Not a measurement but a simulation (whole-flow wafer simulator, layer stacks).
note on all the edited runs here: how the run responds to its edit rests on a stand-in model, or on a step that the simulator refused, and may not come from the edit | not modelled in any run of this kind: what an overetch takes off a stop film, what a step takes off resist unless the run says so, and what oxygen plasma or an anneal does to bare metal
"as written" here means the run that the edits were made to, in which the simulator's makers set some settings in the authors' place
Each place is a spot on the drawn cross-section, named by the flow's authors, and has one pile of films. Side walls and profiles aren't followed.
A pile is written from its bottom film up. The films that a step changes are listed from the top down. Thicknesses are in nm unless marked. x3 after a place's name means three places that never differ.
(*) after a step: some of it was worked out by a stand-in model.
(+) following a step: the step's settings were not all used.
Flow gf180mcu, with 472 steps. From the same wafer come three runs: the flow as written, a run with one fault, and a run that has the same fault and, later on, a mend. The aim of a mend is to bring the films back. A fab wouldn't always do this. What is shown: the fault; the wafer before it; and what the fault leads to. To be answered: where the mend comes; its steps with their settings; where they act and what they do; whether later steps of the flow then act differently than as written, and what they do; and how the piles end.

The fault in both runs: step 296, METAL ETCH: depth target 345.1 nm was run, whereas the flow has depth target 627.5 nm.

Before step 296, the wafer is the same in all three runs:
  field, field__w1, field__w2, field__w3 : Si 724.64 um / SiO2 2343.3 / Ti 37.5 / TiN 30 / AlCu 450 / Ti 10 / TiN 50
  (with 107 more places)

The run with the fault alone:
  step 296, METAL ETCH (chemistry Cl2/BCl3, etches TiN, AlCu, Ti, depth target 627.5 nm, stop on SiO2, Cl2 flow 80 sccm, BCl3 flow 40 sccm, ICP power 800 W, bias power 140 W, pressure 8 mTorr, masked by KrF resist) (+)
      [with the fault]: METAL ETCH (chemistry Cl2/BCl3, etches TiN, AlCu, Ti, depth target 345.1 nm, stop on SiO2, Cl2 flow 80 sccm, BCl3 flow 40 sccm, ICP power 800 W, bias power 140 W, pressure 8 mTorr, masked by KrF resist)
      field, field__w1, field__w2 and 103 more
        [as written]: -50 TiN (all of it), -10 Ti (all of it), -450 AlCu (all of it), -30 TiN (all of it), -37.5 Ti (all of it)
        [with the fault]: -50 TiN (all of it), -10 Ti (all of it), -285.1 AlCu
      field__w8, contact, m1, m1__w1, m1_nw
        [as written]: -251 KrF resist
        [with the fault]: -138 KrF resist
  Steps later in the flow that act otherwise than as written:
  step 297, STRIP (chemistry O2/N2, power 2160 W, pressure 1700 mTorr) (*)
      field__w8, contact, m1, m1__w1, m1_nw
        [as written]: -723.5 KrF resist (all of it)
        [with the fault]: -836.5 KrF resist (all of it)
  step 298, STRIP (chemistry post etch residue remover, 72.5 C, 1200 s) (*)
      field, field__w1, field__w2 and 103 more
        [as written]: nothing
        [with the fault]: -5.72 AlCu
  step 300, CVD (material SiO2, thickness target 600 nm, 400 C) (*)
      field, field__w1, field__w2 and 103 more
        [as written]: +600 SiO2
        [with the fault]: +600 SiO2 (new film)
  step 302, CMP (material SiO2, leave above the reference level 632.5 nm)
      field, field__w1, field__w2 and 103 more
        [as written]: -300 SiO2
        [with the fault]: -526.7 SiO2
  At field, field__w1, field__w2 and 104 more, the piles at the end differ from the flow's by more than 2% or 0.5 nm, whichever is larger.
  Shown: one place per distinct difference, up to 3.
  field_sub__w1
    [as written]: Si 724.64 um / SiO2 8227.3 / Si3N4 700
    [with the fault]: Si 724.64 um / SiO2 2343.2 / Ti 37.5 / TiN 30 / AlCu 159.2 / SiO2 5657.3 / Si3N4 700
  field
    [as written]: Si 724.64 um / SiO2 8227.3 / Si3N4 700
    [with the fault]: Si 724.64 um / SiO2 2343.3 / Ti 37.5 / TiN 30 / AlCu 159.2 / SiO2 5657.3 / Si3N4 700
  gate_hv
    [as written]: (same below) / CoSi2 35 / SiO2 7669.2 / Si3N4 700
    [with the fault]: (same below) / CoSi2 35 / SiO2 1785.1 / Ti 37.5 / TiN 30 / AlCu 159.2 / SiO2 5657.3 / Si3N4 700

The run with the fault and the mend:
  After step 298 comes the mend.
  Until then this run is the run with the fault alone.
  step 298a, DEHYDRATE (200 C, 60 s) (the flow's step 289, run once more)
      does not change any film at any place that is followed
  step 298b, HMDS (120 C, 60 s) (the flow's step 290, run once more)
      does not change any film at any place that is followed
  step 298c, COAT (KrF resist, thickness 1000 nm) (*) (the flow's step 291, run once more)
      iso_ptap_pw, iso_ntap_nw, iso_nw_fld and 33 more
        +1000 KrF resist (new film)
      field_sub__w2, field_sub__w4, active and 12 more
        +1002.2 KrF resist (new film)
      p_well, sti, gate and 7 more
        +1002.4 KrF resist (new film)
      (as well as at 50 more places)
  step 298d, SOFTBAKE (KrF resist) (the flow's step 292, run once more)
      does not change any film at any place that is followed
  step 298e, EXPOSE (photomask Metal2) (the flow's step 293, run once more)
      does not change any film at any place that is followed
  step 298f, PEB (KrF resist, 135 C, 90 s) (the flow's step 294, run once more)
      field__w1, field__w2, field__w3 and 58 more
        -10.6 KrF resist
      iso_ptap_pw, iso_ntap_nw, iso_nw_fld and 33 more
        -10.5 KrF resist
      sd_p, gate_p, nw_sep_fld, polyc_n
        -10.7 KrF resist
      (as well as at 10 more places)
  step 298g, DEVELOP (thickness 1000 nm, 60 s) (the flow's step 295, run once more)
      iso_ptap_pw, iso_ntap_nw, iso_nw_fld and 33 more
        -989.5 KrF resist (all of it)
      field__w6, field__w10, field_sub__w2 and 10 more
        -991.6 KrF resist (all of it)
      field__w5, field__w9, field_sub__w1 and 9 more
        -991.7 KrF resist (all of it)
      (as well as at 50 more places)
  step 298h, METAL ETCH (chemistry Cl2/BCl3, etches TiN, AlCu, Ti, depth target 282.4 nm, stop on SiO2, Cl2 flow 80 sccm, BCl3 flow 40 sccm, ICP power 800 W, bias power 140 W, pressure 8 mTorr, masked by KrF resist) (+) (the flow's step 296, run once more with other settings)
      field, field__w1, field__w2 and 103 more
        -159.2 AlCu (all of it), -30 TiN (all of it), -37.5 Ti (all of it)
      field__w8, contact, m1, m1__w1, m1_nw
        -113 KrF resist
  step 298i, STRIP (chemistry O2/N2, power 2160 W, pressure 1700 mTorr) (*) (the flow's step 297, run once more)
      field__w8, m1
        -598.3 KrF resist (all of it)
      contact
        -596.4 KrF resist (all of it)
      m1__w1
        -607.3 KrF resist (all of it)
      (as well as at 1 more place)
  step 298j, STRIP (chemistry post etch residue remover, 72.5 C, 1200 s) (*) (the flow's step 298, run once more)
      field__w8, contact, m1, m1__w1, m1_nw
        -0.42 TiN
  Later steps of the flow that are run all act as written at every place that is followed, up to a difference of at most 2% or 0.5 nm, whichever is larger.
  The piles end only slightly different from the flow's at the places that both follow, by no more than 2% or 0.5 nm, whichever is larger.
